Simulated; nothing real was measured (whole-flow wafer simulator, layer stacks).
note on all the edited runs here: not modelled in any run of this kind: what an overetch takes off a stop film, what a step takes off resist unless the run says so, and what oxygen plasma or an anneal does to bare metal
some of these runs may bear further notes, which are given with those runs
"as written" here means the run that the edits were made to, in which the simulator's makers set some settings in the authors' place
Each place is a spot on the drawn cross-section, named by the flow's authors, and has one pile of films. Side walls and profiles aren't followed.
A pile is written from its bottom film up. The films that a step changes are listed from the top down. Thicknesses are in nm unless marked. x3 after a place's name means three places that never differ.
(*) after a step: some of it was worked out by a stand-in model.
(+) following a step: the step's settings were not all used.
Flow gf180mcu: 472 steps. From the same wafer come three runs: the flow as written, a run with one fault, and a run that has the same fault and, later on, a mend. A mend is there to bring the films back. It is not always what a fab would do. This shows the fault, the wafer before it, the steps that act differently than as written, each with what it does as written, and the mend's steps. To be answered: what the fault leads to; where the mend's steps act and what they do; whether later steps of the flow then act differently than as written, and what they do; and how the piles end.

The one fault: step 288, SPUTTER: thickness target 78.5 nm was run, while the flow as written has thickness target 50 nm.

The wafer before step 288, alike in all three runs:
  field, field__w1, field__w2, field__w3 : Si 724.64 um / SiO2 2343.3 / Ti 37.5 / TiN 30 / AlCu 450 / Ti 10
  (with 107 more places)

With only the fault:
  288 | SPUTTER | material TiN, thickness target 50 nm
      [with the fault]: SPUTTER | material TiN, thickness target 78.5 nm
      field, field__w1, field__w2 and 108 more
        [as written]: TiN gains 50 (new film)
        [with the fault]: TiN gains 78.5 (new film)
  Steps further on in the flow that do not act as written (3 more steps, not shown, differ only slightly: by at most 2% or 0.5 nm, whichever is larger):
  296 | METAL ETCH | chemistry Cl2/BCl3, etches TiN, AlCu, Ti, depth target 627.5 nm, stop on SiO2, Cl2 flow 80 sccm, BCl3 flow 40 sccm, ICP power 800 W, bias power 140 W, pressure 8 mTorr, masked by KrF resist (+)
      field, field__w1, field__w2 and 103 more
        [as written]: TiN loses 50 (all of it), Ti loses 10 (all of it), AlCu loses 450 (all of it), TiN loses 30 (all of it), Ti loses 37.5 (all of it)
        [with the fault]: TiN loses 78.5 (all of it), Ti loses 10 (all of it), AlCu loses 450 (all of it), TiN loses 30 (all of it), Ti loses 37.5 (all of it)
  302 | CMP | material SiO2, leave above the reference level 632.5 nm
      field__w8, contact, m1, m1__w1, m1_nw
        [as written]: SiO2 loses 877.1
        [with the fault]: SiO2 loses 905.6
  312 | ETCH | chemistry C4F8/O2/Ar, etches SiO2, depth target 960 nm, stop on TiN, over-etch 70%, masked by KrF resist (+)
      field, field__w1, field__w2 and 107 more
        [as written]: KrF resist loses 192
        [with the fault]: KrF resist loses 184.9
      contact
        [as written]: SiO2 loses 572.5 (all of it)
        [with the fault]: SiO2 loses 544 (all of it)
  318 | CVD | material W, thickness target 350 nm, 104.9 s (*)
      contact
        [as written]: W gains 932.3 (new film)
        [with the fault]: W gains 903.5 (new film)
  At field__w8, contact, m1, m1__w1, m1_nw, the piles at the end differ from the flow's by more than 2% or 0.5 nm, whichever is larger.
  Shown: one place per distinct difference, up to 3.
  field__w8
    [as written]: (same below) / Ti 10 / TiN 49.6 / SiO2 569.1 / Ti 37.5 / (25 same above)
    [with the fault]: (same below) / Ti 10 / TiN 78.1 / SiO2 540.6 / Ti 37.5 / (25 same above)
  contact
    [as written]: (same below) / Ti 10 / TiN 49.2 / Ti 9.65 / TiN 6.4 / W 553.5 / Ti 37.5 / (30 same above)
    [with the fault]: (same below) / Ti 10 / TiN 77.7 / Ti 9.81 / TiN 6.51 / W 524.7 / Ti 37.5 / (30 same above)

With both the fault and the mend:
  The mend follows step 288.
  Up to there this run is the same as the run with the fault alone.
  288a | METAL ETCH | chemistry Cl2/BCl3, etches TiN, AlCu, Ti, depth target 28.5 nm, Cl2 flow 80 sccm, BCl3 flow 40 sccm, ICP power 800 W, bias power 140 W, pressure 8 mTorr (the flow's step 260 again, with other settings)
      field, field__w1, field__w2 and 108 more
        TiN loses 28.5
  Later steps of the flow that are run all act as written at every place that is followed.
  The piles end the same as the flow's at every place that both follow.
